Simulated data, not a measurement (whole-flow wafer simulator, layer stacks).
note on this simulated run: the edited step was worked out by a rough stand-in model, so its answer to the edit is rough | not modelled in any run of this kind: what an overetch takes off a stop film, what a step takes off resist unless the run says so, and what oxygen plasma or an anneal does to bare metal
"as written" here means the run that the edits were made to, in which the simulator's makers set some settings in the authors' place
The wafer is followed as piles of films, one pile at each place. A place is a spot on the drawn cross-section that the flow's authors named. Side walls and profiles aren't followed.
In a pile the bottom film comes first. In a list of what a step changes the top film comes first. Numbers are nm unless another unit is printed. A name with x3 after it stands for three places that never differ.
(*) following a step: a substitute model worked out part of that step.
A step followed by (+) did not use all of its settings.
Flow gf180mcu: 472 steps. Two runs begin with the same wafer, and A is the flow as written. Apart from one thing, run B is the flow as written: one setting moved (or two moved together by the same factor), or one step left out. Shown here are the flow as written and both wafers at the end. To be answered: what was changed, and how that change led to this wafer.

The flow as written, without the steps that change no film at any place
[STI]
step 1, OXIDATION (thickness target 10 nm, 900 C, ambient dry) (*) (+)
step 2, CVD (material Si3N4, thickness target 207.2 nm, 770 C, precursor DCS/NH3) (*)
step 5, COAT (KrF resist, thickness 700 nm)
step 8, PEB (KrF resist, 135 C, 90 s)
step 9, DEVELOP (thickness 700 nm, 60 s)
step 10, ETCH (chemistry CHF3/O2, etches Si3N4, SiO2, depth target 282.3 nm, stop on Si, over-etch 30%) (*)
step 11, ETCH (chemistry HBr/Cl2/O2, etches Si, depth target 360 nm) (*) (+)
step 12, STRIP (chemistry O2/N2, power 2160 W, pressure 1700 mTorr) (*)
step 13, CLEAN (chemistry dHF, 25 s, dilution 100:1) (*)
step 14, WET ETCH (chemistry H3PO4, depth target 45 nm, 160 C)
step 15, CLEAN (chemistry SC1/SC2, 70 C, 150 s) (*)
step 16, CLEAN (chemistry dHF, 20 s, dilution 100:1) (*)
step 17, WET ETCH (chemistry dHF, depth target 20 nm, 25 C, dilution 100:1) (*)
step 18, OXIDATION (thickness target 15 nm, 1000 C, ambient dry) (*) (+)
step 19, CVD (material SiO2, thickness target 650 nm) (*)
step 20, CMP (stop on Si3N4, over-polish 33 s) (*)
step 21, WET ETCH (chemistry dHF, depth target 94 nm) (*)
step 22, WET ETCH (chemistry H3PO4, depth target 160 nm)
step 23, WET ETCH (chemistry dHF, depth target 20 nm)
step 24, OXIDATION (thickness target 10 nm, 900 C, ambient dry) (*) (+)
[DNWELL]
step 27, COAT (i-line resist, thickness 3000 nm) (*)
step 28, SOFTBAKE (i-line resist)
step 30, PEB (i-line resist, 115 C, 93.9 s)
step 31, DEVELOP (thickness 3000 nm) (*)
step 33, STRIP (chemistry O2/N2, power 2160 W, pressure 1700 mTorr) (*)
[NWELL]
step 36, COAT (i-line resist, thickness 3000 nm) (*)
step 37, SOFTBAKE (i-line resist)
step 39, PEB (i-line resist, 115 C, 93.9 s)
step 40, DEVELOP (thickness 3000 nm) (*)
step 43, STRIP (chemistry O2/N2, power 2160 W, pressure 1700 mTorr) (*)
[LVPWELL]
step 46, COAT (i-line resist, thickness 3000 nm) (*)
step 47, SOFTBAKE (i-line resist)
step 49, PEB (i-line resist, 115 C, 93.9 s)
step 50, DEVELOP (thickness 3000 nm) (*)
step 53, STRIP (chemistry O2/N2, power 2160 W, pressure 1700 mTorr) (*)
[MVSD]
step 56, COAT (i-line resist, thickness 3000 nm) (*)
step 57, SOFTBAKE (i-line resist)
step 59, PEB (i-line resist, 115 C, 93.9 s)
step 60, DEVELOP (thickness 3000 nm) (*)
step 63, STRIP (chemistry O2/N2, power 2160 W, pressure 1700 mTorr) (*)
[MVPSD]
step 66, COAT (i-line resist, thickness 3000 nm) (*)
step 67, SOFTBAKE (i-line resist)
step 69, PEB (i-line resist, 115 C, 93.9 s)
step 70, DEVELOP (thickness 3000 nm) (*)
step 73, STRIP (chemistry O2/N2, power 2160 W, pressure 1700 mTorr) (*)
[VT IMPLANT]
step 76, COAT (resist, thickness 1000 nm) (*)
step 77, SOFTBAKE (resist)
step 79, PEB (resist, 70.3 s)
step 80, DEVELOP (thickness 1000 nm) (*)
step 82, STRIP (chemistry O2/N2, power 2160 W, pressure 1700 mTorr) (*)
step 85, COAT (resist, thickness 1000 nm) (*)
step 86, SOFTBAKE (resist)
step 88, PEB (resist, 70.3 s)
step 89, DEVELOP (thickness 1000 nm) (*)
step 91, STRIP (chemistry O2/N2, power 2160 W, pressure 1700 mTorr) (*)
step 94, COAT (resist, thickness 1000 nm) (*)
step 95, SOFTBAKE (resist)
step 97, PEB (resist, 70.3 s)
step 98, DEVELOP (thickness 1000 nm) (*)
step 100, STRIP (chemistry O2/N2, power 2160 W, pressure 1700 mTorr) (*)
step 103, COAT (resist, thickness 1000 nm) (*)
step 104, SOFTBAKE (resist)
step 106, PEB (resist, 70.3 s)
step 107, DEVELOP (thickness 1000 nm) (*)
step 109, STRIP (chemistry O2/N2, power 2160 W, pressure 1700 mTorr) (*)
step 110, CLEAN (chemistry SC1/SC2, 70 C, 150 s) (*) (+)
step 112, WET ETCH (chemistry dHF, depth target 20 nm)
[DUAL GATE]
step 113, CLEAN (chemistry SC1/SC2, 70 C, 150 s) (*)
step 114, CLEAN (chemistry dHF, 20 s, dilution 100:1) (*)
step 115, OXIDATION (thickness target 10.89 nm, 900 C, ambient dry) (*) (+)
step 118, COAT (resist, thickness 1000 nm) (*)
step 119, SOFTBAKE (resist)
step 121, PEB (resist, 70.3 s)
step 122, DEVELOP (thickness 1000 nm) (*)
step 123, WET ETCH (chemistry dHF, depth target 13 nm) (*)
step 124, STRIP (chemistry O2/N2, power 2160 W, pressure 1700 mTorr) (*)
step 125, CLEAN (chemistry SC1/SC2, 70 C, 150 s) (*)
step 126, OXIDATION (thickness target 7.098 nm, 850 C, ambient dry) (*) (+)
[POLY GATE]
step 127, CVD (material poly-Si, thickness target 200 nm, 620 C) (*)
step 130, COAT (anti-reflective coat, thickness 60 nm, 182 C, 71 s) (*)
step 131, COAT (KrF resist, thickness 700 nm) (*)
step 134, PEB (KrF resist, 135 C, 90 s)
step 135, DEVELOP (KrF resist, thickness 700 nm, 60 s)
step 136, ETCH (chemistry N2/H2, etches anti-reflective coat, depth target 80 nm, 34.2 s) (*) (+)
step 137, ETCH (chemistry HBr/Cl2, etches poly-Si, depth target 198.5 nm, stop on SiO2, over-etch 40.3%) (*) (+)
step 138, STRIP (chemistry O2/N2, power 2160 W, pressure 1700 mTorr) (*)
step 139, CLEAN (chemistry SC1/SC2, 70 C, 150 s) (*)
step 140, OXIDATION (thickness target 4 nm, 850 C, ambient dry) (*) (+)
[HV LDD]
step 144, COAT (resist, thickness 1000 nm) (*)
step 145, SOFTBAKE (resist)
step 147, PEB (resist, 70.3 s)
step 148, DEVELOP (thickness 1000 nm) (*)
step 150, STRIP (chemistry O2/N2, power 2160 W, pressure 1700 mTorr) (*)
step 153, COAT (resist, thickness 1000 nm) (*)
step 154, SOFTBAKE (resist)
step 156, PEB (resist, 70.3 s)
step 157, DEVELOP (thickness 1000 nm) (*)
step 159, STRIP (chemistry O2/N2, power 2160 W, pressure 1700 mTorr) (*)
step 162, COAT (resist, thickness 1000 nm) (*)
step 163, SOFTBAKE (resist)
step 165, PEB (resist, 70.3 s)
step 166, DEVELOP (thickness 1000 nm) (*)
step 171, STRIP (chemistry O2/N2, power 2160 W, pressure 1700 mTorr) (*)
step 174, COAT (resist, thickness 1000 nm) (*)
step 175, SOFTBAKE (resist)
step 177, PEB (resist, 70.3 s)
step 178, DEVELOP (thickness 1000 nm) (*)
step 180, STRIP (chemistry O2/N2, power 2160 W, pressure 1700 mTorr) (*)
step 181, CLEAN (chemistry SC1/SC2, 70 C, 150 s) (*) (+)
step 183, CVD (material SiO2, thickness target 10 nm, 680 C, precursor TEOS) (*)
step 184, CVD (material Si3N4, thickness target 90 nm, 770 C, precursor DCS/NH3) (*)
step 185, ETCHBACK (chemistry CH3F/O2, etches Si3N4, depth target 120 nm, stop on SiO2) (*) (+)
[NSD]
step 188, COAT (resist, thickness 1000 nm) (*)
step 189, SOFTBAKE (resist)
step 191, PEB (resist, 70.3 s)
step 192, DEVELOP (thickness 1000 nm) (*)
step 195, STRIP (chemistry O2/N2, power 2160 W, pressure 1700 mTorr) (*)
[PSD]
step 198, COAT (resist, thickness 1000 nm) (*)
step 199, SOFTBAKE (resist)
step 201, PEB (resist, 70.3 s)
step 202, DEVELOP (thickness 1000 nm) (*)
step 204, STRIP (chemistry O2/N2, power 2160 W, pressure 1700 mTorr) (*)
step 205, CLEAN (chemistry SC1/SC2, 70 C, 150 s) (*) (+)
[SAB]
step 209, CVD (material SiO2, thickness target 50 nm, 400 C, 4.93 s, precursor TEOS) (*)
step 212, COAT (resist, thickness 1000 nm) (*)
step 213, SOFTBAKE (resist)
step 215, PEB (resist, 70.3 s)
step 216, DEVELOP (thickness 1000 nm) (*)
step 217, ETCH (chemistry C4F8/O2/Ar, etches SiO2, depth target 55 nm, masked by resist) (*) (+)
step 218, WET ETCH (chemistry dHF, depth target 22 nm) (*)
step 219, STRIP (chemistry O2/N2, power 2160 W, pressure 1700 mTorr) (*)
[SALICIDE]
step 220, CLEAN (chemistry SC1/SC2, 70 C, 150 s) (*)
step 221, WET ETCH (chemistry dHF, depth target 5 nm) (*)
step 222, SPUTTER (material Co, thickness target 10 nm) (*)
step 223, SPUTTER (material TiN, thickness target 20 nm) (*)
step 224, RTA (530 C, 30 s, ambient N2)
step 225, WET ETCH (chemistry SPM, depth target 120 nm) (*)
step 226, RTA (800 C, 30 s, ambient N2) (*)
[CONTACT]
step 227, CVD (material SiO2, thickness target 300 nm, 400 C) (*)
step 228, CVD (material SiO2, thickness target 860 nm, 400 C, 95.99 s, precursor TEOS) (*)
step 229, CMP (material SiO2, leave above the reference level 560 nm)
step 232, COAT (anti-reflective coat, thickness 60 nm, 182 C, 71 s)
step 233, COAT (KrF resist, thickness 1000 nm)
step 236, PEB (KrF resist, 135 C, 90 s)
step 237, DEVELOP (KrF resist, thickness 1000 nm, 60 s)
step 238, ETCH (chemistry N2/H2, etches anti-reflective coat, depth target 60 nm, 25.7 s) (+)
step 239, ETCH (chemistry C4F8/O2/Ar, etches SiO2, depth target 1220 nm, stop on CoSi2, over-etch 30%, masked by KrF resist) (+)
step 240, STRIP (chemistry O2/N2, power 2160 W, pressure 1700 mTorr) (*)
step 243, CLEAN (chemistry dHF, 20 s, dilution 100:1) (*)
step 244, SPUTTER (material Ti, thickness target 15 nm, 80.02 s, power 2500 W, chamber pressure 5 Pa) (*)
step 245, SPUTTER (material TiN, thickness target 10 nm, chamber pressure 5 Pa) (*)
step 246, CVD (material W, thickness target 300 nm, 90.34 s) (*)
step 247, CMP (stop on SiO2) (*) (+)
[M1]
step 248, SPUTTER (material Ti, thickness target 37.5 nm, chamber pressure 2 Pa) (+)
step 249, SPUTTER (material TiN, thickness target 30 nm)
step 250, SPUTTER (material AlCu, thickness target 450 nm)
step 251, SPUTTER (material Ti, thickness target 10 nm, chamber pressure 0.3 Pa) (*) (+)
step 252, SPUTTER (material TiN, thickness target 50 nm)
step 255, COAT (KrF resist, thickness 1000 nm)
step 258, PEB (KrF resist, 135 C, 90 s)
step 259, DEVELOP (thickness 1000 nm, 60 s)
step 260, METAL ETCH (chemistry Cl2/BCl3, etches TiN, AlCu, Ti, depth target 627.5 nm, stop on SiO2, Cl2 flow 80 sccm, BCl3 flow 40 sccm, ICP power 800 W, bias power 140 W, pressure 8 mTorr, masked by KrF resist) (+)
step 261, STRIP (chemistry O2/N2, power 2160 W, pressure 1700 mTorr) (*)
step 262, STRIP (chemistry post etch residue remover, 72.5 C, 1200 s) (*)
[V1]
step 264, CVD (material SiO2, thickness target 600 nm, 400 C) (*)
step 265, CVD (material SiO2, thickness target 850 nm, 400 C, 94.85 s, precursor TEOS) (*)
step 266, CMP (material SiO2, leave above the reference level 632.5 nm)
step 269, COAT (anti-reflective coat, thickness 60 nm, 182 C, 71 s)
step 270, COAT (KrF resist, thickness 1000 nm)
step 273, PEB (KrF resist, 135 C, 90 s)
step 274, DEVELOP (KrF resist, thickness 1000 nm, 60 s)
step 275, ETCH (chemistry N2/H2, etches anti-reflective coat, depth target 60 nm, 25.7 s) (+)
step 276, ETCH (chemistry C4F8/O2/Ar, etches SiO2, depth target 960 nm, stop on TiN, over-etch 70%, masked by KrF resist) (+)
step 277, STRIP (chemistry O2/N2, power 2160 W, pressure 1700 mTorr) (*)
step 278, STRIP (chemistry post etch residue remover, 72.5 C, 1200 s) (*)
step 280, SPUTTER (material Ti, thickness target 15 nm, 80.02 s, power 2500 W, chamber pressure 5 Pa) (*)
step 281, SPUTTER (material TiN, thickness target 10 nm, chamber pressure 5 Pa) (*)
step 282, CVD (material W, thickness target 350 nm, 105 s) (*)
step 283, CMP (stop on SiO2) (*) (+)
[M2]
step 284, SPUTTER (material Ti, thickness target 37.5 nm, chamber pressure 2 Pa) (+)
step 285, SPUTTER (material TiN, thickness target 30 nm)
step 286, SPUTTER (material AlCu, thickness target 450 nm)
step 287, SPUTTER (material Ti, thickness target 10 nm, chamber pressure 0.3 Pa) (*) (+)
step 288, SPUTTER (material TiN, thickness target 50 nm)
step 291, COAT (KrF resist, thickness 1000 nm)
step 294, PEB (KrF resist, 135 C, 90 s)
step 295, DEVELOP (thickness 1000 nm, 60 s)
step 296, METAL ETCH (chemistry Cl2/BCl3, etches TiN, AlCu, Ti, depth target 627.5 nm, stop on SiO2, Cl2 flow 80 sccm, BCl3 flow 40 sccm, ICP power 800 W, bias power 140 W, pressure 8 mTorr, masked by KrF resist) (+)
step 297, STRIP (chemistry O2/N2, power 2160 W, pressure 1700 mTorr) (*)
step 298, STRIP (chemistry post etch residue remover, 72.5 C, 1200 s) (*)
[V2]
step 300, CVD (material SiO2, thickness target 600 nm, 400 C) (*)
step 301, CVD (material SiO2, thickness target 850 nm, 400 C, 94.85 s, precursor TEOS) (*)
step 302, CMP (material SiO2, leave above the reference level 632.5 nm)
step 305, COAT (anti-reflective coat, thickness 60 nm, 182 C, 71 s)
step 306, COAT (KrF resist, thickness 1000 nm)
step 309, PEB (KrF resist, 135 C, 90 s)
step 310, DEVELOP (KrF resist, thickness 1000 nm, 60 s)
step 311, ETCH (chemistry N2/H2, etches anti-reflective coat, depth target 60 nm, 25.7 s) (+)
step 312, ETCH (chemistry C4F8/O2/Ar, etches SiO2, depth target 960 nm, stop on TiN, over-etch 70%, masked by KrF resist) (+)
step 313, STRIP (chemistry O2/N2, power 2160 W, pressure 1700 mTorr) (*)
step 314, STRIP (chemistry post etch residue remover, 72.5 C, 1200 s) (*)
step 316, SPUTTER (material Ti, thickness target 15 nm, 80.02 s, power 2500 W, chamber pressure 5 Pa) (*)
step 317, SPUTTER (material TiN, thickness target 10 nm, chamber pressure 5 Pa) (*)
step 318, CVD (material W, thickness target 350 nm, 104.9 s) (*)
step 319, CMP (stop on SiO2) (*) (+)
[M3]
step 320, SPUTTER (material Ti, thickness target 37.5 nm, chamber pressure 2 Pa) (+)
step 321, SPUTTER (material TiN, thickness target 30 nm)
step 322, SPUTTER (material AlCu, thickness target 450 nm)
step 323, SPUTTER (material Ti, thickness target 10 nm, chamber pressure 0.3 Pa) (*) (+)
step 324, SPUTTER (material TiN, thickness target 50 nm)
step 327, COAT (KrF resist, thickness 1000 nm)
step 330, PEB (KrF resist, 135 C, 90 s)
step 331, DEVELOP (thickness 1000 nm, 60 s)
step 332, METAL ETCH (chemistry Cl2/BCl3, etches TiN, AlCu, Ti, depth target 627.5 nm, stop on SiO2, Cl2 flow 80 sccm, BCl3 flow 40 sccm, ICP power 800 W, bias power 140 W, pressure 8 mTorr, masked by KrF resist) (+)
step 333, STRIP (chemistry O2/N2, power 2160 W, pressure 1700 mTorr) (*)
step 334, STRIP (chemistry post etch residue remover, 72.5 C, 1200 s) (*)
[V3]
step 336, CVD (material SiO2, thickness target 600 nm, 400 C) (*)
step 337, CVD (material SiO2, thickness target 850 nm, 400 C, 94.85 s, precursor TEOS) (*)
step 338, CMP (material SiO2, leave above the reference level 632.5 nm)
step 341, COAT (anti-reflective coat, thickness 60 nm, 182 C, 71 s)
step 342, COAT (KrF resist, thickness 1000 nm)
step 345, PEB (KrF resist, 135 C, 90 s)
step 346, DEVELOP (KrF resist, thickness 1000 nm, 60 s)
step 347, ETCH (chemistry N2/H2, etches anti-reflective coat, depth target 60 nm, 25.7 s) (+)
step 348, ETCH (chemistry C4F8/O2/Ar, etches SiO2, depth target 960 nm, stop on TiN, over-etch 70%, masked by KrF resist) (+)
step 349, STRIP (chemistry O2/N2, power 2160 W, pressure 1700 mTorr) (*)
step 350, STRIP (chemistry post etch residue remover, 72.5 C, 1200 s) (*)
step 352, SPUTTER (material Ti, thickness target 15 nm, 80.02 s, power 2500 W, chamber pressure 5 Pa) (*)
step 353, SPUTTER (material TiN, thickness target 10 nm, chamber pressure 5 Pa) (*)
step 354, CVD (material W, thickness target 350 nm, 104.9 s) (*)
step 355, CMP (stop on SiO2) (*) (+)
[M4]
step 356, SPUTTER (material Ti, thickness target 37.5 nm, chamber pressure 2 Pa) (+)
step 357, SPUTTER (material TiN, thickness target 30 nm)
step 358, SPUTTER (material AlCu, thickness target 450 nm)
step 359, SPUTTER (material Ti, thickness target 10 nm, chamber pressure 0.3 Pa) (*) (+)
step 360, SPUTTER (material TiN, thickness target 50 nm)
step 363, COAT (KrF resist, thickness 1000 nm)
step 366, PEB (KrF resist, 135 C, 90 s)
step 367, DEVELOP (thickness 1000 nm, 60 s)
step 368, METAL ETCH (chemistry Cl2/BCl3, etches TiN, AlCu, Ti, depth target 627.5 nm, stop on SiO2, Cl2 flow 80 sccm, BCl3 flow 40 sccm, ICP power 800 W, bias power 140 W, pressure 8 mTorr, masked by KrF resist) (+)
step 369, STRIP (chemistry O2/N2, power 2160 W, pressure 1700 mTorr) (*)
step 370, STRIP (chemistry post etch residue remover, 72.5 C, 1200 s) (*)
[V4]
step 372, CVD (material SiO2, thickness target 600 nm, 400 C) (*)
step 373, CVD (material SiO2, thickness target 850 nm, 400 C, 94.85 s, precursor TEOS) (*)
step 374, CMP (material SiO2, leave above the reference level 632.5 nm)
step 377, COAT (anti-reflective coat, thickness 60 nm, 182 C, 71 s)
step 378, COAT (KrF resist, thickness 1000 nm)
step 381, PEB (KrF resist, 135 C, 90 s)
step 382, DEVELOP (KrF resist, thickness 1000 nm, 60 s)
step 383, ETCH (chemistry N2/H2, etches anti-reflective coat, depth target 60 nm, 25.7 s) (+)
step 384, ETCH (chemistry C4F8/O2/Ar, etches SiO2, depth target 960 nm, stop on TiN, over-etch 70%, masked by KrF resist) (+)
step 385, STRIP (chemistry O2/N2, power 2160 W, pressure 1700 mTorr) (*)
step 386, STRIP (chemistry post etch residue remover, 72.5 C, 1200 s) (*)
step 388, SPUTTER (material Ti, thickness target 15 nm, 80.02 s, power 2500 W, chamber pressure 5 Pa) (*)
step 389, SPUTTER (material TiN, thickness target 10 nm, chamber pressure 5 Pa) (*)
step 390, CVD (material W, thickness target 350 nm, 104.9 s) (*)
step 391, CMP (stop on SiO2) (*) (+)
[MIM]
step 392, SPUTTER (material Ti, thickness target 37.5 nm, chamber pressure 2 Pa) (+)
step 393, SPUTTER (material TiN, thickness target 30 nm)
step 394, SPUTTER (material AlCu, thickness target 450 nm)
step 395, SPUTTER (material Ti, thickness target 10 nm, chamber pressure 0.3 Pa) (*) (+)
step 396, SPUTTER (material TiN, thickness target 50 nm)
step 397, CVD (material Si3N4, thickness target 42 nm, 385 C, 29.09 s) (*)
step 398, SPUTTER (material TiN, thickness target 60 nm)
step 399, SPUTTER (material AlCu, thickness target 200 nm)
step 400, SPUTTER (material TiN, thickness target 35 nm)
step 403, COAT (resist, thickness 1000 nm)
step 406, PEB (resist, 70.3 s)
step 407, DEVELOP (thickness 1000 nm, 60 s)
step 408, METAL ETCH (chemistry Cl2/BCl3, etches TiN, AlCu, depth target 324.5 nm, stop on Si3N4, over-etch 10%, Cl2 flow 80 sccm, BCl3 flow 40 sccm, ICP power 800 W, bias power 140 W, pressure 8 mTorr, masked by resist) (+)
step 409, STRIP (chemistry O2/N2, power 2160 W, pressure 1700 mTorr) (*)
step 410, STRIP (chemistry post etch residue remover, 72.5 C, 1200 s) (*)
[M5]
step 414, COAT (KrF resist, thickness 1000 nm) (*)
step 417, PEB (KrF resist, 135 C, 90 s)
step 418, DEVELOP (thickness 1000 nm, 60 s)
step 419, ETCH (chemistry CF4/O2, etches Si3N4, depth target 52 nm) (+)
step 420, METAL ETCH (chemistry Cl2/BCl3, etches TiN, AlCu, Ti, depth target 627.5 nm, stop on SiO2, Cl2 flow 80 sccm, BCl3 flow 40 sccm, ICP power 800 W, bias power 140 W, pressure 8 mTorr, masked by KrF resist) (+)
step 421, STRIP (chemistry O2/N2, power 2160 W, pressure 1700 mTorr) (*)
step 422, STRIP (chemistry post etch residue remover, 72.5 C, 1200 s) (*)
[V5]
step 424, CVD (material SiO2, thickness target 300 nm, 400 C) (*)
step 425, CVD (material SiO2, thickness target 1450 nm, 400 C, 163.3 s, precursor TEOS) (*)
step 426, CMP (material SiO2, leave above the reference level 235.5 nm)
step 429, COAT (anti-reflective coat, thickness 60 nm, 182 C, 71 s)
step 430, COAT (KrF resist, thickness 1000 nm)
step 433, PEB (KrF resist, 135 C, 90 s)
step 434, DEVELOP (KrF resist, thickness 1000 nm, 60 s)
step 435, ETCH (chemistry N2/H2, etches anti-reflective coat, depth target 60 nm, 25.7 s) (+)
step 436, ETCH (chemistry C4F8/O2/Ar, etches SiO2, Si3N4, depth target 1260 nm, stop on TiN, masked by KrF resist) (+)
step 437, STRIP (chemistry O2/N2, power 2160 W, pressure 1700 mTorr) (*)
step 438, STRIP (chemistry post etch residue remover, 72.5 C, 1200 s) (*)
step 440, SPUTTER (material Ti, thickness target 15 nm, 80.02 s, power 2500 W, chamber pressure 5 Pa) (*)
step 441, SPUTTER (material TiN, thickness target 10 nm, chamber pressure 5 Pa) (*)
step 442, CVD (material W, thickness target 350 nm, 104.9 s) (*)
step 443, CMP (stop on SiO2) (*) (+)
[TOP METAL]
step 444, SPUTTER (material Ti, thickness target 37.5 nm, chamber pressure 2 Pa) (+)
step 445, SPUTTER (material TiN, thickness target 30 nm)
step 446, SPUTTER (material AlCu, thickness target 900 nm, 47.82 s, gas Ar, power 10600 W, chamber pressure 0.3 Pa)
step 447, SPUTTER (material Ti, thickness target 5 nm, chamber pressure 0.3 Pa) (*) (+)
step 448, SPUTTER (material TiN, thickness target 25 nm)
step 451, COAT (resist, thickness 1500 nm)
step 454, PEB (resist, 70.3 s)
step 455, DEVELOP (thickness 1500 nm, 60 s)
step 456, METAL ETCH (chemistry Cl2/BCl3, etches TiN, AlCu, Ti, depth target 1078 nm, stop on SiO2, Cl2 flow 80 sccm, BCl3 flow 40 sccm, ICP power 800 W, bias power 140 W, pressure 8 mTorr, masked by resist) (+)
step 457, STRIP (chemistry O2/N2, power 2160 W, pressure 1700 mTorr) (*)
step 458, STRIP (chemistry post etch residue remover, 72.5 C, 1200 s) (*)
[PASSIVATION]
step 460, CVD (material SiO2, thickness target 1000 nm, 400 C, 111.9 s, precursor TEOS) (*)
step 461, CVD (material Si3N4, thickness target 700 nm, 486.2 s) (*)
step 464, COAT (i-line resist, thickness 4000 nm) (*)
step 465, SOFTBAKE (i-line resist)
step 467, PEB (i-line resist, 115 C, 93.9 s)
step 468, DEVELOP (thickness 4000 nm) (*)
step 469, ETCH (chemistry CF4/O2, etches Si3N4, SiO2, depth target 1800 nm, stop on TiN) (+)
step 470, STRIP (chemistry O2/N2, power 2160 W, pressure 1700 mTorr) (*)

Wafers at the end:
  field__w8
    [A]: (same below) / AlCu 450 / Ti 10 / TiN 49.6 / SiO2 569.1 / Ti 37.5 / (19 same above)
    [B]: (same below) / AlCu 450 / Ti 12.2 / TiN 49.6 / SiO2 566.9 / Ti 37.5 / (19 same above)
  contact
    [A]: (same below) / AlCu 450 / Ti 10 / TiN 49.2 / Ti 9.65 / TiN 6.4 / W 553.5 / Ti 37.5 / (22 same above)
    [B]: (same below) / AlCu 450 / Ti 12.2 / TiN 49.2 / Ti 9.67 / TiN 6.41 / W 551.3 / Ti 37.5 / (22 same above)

The reason: step 323, SPUTTER: thickness target 12.2 nm was run, whereas the flow has thickness target 10 nm.
One can read it off the wafer: field__w8 has Ti 12.2, and step 323 as written asks for 10 nm.

The path from the change to this, step by step:
  step 323, SPUTTER (material Ti, thickness target 10 nm, chamber pressure 0.3 Pa) (*) (+)
      field, field__w1, field__w2 and 108 more: A +10 Ti (new film) | B +12.2 Ti (new film)
  step 332, METAL ETCH (chemistry Cl2/BCl3, etches TiN, AlCu, Ti, depth target 627.5 nm, stop on SiO2, Cl2 flow 80 sccm, BCl3 flow 40 sccm, ICP power 800 W, bias power 140 W, pressure 8 mTorr, masked by KrF resist) (+)
      field, field__w1, field__w2 and 103 more: A -50 TiN (all of it), -10 Ti (all of it), -450 AlCu (all of it), -30 TiN (all of it), -37.5 Ti (all of it) | B -50 TiN (all of it), -12.2 Ti (all of it), -450 AlCu (all of it), -30 TiN (all of it), -37.5 Ti (all of it)
